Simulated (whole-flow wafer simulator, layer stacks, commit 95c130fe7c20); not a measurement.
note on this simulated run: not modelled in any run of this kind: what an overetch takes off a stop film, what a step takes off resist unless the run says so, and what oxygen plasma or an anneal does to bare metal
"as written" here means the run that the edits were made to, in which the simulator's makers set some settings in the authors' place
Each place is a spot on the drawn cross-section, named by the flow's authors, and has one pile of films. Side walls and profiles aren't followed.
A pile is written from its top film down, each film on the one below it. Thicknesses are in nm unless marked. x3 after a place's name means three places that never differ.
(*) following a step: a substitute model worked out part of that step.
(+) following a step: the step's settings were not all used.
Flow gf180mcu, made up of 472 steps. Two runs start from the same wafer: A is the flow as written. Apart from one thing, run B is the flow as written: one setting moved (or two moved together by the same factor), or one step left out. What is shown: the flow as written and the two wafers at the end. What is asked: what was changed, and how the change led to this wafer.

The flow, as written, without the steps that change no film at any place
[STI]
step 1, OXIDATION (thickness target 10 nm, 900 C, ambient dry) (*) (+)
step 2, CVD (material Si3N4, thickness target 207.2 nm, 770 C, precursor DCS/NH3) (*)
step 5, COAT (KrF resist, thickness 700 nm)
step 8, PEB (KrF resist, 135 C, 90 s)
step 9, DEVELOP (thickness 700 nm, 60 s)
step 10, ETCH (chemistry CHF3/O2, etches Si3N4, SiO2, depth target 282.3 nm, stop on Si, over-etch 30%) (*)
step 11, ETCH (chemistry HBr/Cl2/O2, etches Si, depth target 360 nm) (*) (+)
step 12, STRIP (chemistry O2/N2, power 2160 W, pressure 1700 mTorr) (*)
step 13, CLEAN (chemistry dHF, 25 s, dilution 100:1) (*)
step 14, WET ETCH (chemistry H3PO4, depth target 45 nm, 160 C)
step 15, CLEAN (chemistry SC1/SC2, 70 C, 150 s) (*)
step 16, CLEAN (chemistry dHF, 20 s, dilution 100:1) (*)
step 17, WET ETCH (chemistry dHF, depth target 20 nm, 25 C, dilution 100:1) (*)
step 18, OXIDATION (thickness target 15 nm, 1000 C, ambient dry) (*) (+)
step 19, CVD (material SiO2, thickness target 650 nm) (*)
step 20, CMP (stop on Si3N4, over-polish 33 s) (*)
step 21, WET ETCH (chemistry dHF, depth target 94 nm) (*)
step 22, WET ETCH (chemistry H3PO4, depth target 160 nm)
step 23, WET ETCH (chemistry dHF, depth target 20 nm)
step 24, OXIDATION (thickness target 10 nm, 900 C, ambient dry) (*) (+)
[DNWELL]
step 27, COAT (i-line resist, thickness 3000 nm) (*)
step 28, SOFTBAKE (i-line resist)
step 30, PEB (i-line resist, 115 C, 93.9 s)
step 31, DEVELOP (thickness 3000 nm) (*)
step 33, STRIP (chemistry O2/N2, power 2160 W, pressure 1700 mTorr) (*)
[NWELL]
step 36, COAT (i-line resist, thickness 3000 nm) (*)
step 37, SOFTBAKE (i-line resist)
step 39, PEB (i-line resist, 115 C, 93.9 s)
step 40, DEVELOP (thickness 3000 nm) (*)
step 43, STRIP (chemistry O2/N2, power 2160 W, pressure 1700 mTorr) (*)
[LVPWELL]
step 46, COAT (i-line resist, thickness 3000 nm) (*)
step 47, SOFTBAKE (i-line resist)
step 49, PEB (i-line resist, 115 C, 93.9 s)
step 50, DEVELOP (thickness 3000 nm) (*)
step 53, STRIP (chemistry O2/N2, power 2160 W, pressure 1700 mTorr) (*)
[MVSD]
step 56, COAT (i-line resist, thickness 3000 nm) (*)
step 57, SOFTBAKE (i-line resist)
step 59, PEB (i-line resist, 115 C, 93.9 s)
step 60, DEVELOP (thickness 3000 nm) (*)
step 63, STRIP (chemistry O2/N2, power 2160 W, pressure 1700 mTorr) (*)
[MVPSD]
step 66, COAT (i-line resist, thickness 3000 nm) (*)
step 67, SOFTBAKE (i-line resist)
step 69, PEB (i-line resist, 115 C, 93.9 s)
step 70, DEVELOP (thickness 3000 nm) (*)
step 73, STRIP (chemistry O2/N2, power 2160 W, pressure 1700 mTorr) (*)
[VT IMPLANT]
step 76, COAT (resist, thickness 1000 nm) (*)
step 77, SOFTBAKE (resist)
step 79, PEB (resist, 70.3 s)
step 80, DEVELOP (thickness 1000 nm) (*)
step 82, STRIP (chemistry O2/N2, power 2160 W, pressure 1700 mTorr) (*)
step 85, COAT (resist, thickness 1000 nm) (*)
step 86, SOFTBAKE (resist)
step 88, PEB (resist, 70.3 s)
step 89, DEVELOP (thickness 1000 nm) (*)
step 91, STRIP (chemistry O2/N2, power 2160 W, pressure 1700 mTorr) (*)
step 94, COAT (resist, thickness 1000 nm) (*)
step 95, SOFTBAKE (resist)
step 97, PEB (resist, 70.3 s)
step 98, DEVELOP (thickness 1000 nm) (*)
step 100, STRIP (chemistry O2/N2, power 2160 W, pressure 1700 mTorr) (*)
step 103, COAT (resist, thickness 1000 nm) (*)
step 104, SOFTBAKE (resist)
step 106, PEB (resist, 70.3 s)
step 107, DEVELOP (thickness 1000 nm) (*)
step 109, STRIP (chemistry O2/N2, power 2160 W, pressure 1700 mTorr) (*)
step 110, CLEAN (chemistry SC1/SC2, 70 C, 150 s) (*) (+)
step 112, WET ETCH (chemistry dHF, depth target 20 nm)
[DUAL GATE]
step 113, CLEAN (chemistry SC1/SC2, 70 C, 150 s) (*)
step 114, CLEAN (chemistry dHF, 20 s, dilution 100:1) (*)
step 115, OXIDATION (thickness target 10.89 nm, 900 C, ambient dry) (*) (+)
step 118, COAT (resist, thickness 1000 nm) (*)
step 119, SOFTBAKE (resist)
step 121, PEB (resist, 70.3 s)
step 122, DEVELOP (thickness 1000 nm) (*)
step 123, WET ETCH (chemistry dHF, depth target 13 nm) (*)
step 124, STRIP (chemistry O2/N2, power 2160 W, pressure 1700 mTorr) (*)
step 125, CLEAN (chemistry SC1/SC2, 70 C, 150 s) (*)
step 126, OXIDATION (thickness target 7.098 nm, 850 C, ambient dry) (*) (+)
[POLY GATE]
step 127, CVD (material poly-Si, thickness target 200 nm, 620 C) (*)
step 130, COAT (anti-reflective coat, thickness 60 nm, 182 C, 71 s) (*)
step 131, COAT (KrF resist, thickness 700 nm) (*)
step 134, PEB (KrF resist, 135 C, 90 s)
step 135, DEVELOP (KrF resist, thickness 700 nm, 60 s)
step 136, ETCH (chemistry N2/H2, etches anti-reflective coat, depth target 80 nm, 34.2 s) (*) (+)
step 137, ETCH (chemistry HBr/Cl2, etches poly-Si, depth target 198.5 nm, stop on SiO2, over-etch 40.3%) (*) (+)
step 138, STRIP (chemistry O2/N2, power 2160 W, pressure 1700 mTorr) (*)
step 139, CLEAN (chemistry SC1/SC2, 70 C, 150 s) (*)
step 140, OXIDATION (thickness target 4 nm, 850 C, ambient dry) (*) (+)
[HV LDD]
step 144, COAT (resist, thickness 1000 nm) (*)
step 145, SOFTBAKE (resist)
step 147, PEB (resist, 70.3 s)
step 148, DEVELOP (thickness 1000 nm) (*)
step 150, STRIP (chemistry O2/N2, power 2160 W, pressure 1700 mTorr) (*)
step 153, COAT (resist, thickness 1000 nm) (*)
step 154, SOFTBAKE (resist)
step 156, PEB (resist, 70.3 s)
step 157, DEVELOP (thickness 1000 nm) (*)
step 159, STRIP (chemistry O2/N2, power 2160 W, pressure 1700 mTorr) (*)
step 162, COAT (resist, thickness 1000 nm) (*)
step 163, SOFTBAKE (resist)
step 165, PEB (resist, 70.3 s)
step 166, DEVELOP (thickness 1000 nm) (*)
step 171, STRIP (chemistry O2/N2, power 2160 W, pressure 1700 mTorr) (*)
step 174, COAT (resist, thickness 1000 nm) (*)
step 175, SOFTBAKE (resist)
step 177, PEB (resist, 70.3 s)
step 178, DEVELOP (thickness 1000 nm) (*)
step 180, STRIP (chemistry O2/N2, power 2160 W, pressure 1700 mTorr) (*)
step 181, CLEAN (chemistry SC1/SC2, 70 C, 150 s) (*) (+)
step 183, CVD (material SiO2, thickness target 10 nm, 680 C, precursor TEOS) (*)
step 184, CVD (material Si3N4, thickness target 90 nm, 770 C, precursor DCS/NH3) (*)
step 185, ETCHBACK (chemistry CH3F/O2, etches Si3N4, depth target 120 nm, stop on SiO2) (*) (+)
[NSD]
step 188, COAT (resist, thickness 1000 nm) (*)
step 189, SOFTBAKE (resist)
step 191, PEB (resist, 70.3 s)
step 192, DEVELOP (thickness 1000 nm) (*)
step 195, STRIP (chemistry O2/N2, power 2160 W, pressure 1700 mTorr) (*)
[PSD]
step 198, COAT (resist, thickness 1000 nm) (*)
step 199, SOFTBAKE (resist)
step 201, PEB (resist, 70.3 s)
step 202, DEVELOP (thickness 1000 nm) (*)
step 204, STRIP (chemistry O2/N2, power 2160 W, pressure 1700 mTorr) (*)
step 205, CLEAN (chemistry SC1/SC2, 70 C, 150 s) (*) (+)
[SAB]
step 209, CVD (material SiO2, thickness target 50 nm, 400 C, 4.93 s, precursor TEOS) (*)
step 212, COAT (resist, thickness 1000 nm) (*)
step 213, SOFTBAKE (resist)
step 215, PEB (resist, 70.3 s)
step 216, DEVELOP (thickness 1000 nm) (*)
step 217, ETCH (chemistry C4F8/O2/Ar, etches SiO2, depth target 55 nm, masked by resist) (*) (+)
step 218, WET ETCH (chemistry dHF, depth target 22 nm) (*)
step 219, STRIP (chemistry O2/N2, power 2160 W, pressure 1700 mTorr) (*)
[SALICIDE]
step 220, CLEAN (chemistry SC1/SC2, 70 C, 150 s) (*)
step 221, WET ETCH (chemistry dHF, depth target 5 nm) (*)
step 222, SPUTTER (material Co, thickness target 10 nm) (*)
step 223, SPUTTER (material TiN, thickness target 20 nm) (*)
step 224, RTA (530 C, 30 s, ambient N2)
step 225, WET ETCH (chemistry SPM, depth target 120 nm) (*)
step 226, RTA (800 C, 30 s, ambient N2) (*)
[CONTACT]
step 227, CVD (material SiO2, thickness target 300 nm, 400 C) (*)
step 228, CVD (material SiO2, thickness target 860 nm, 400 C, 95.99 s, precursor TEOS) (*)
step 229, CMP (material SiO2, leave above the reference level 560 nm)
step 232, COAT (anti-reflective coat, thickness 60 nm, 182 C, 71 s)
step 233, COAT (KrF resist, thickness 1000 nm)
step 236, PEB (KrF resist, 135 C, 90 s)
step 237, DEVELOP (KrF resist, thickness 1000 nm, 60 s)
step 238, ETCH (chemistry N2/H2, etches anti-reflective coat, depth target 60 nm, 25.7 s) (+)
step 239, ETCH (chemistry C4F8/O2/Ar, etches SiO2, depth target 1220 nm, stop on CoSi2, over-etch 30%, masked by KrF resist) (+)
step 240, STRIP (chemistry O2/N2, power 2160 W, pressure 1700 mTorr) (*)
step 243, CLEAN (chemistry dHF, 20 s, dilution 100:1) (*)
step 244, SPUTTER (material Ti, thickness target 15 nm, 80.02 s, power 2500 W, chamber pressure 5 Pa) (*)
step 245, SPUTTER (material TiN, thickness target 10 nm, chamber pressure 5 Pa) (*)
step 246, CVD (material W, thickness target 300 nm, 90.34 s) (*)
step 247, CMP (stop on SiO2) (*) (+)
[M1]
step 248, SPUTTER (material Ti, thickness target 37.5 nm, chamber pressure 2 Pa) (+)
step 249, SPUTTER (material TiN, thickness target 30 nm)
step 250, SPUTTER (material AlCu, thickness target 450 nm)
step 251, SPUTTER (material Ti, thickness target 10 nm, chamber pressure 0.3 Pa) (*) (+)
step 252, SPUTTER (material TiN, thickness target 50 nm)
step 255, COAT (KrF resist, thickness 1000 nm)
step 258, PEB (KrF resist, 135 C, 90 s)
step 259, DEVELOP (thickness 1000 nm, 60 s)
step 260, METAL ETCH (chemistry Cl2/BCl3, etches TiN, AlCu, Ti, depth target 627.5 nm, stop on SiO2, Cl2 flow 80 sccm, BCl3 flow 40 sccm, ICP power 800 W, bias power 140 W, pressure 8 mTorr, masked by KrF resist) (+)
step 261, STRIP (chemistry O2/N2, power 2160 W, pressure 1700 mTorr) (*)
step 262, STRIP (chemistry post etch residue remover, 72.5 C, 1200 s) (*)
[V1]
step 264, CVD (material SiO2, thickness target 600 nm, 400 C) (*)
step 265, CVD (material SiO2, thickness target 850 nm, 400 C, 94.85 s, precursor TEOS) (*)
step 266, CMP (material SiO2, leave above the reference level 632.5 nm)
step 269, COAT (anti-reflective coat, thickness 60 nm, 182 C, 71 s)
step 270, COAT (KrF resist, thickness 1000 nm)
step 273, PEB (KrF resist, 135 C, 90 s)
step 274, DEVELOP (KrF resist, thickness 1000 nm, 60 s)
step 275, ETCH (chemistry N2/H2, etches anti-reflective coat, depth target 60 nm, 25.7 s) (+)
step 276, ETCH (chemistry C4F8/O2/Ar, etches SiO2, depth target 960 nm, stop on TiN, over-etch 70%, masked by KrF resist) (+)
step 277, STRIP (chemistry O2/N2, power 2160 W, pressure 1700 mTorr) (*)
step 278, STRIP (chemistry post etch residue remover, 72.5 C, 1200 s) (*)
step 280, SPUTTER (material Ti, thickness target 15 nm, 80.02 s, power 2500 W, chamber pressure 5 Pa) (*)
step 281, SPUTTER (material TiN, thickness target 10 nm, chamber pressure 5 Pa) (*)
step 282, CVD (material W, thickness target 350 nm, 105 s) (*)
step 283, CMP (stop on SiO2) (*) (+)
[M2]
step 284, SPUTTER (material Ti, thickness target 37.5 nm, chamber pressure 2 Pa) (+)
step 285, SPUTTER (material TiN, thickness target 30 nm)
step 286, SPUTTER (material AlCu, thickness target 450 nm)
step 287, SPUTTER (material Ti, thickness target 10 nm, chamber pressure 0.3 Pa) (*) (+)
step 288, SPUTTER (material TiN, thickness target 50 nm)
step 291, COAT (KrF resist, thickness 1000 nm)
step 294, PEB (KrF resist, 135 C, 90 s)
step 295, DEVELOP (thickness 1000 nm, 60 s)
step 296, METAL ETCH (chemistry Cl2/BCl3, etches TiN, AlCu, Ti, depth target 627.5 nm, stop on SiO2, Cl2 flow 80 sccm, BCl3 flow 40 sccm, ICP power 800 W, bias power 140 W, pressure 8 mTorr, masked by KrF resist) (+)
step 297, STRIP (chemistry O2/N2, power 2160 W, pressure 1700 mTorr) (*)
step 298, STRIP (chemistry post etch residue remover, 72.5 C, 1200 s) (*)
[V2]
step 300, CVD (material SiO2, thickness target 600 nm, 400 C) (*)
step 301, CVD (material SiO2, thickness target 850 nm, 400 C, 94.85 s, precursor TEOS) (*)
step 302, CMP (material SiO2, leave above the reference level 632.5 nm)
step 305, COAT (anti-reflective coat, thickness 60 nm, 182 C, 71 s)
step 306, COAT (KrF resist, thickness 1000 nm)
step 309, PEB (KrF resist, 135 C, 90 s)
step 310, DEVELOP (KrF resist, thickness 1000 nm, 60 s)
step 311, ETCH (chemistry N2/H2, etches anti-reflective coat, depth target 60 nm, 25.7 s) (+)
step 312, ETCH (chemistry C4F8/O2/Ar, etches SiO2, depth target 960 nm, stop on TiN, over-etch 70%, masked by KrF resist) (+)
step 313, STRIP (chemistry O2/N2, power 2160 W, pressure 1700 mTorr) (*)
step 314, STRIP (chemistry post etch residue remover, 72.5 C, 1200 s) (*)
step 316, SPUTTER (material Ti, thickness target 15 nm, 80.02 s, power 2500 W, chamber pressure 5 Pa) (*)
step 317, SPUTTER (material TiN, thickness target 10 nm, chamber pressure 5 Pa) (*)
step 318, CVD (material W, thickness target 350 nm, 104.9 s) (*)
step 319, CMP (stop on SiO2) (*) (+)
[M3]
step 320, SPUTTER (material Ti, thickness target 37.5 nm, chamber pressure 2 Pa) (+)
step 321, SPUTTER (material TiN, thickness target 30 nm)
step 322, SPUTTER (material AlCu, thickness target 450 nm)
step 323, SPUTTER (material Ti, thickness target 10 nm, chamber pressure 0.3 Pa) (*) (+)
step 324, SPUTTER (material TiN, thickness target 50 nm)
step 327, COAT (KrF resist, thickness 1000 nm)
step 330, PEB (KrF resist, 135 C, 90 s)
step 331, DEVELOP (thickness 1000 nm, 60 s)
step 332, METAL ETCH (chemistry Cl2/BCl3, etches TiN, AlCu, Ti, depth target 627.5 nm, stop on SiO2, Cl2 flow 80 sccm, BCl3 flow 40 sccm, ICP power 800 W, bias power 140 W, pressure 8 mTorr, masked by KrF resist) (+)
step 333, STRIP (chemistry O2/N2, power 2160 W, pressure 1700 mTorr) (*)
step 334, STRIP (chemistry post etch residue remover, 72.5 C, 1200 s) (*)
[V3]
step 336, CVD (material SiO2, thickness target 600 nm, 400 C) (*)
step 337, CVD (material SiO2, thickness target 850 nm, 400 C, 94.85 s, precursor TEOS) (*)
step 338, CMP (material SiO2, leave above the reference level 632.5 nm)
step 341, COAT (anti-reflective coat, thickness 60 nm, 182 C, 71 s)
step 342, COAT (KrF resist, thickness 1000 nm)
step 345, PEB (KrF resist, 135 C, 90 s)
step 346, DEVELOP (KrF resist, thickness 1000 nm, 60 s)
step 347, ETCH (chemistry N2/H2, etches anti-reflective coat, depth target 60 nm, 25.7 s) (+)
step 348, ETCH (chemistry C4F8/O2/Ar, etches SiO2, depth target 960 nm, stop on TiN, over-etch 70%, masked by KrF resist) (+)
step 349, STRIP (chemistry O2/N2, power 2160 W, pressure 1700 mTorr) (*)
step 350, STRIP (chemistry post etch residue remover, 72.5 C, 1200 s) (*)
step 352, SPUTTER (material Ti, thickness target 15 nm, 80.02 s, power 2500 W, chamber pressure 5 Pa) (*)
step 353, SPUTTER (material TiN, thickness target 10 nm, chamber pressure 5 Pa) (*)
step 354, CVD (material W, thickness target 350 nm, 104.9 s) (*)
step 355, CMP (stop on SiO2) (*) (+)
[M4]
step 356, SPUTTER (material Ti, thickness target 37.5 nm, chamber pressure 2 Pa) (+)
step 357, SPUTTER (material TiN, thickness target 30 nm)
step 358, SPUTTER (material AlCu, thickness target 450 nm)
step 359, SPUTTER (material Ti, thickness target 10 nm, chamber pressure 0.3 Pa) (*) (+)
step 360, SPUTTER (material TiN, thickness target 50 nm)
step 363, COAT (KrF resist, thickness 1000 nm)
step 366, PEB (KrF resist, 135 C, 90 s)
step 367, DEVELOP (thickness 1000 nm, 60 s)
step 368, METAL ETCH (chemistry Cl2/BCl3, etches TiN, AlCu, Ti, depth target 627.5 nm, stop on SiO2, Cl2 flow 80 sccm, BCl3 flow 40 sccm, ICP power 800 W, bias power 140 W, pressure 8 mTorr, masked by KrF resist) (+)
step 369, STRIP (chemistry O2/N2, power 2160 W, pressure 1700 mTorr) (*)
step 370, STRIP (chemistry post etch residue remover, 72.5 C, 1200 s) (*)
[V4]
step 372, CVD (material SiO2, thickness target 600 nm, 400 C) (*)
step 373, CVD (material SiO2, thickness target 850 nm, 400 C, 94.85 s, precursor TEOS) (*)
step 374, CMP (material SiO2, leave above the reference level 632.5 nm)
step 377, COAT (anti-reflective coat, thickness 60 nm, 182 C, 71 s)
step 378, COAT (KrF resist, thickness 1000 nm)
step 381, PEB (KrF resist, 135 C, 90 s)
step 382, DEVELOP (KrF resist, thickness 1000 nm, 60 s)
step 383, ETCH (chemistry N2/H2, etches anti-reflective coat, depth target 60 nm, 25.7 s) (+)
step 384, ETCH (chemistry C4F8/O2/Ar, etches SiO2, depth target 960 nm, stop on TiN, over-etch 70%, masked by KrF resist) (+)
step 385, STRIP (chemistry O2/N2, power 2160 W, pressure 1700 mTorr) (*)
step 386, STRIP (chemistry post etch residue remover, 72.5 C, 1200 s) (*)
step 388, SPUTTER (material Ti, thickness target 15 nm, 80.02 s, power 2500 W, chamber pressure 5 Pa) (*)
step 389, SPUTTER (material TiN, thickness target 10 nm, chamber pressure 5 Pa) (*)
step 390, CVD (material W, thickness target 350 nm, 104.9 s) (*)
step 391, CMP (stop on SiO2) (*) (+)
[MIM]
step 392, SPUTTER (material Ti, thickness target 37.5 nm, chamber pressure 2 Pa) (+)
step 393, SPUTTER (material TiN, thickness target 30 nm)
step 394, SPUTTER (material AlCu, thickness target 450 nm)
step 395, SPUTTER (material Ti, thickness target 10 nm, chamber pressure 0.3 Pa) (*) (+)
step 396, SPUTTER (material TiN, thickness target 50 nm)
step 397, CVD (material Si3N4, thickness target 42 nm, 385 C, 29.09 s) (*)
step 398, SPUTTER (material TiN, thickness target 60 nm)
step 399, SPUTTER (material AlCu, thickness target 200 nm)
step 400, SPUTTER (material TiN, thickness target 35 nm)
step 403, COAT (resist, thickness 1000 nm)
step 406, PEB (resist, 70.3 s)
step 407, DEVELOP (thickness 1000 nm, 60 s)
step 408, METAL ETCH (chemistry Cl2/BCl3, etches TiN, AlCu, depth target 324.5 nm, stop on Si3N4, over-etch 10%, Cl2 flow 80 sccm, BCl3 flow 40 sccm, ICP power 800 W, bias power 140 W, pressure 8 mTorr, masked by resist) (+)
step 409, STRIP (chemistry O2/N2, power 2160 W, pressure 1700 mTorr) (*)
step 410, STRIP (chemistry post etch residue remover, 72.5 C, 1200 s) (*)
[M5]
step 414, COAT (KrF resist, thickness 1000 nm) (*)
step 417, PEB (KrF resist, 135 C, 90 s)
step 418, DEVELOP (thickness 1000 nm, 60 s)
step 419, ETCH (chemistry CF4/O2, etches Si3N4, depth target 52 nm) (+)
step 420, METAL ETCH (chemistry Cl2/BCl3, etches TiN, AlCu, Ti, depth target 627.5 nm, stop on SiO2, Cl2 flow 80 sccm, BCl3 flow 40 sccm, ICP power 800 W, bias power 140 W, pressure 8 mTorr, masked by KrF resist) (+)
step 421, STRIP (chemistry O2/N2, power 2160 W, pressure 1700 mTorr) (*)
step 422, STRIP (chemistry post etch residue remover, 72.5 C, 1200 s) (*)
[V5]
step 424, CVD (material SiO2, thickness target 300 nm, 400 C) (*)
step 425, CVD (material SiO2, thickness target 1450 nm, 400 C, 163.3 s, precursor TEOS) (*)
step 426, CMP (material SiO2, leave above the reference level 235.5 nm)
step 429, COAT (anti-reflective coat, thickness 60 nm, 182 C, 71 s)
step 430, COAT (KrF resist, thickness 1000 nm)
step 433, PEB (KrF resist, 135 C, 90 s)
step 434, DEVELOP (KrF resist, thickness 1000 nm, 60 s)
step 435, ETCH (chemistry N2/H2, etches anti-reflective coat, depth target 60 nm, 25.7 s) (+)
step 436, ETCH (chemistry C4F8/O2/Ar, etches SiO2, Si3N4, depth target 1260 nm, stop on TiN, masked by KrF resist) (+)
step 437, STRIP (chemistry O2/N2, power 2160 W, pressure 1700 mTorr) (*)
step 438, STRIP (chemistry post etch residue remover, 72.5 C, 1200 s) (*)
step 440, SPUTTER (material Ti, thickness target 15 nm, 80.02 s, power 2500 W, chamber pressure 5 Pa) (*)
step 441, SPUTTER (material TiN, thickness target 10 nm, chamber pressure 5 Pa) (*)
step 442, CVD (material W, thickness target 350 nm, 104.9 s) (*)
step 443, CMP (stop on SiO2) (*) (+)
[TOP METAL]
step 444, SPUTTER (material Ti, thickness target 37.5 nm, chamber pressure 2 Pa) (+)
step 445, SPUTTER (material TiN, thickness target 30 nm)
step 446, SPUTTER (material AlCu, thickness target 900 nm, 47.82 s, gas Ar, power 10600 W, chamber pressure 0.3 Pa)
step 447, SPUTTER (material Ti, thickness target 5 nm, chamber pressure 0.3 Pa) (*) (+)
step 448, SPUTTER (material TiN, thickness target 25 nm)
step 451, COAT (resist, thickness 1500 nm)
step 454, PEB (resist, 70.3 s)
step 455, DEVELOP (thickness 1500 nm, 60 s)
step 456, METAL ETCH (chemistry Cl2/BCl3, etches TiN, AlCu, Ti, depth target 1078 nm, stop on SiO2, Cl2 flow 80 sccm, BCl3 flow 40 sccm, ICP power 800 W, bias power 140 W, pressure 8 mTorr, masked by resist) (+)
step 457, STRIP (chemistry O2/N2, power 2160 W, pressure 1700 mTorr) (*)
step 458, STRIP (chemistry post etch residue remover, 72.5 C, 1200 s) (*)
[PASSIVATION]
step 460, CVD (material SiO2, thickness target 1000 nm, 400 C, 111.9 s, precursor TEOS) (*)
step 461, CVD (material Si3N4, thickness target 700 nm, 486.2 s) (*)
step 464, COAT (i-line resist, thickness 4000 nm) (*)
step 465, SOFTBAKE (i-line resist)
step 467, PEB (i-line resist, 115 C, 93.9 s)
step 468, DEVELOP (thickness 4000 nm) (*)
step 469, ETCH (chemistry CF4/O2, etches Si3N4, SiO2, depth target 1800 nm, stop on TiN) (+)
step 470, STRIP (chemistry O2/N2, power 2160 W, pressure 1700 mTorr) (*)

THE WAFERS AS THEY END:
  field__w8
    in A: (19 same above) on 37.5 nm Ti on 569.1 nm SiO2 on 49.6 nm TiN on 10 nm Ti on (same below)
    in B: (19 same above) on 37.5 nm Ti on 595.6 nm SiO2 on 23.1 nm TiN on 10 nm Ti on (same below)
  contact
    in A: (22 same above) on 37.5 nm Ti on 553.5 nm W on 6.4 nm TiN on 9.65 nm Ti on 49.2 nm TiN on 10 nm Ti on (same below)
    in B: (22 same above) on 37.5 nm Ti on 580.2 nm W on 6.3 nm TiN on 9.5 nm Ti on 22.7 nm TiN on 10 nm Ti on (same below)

Cause: step 324, SPUTTER: thickness target 23.5 nm was run, though the flow has thickness target 50 nm.

The path from the change to this, step by step:
  step 324, SPUTTER (material TiN, thickness target 50 nm)
      field, field__w1, field__w2 and 108 more: A +50 TiN (new film) | B +23.5 TiN (new film)
  step 332, METAL ETCH (chemistry Cl2/BCl3, etches TiN, AlCu, Ti, depth target 627.5 nm, stop on SiO2, Cl2 flow 80 sccm, BCl3 flow 40 sccm, ICP power 800 W, bias power 140 W, pressure 8 mTorr, masked by KrF resist) (+)
      field, field__w1, field__w2 and 103 more: A -50 TiN (all of it), -10 Ti (all of it), -450 AlCu (all of it), -30 TiN (all of it), -37.5 Ti (all of it) | B -23.5 TiN (all of it), -10 Ti (all of it), -450 AlCu (all of it), -30 TiN (all of it), -37.5 Ti (all of it)
  step 338, CMP (material SiO2, leave above the reference level 632.5 nm)
      field__w8, contact, m1, m1__w1, m1_nw: A -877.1 SiO2 | B -850.6 SiO2
  step 348, ETCH (chemistry C4F8/O2/Ar, etches SiO2, depth target 960 nm, stop on TiN, over-etch 70%, masked by KrF resist) (+)
      contact: A -572.5 SiO2 (all of it) | B -599 SiO2 (all of it)
  step 354, CVD (material W, thickness target 350 nm, 104.9 s) (*)
      contact: A +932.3 W (new film) | B +959 W (new film)
